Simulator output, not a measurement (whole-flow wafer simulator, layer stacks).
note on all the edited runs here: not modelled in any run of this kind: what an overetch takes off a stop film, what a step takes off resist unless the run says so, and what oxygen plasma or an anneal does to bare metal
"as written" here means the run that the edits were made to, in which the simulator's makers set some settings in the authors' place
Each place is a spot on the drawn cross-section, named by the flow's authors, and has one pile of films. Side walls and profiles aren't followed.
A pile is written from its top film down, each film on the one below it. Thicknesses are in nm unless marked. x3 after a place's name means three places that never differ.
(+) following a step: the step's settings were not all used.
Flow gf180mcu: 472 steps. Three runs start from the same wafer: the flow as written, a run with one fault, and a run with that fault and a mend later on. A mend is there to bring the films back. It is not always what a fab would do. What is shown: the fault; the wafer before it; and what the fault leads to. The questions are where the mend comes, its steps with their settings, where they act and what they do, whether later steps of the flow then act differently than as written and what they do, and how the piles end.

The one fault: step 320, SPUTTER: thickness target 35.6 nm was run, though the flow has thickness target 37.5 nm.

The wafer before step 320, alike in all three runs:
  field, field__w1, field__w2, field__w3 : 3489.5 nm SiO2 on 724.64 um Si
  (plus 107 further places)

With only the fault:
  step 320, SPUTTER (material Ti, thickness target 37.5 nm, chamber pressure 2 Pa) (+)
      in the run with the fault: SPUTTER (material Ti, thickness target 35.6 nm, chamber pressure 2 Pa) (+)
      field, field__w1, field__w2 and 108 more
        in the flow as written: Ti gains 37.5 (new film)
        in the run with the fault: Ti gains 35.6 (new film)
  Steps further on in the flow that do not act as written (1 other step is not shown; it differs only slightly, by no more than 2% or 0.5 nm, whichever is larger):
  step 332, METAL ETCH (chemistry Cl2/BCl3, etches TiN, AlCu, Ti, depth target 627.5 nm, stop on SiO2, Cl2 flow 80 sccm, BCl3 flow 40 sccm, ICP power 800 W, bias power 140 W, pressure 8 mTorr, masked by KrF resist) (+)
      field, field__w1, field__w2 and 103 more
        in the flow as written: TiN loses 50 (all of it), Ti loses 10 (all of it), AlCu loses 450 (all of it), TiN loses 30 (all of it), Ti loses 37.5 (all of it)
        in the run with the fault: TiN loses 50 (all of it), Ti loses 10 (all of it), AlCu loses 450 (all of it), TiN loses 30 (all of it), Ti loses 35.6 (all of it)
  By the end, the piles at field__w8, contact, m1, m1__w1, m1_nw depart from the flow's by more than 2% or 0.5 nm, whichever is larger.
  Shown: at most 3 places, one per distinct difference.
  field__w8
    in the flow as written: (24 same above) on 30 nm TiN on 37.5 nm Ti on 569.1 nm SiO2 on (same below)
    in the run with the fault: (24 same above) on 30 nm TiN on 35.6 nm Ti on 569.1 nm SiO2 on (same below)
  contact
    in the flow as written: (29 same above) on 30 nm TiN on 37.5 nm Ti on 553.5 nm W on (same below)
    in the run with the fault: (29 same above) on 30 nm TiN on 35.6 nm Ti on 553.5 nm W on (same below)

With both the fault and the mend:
  After step 320 comes the mend.
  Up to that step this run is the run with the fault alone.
  step 320a, SPUTTER (material Ti, thickness target 1.9 nm, chamber pressure 2 Pa) (+) (the flow's step 320, run once more with other settings)
      field, field__w1, field__w2 and 108 more
        Ti gains 1.9
  Every later step of the flow that is run acts as written at every place that is followed.
  At every place that both follow, the piles at the end match the flow's.
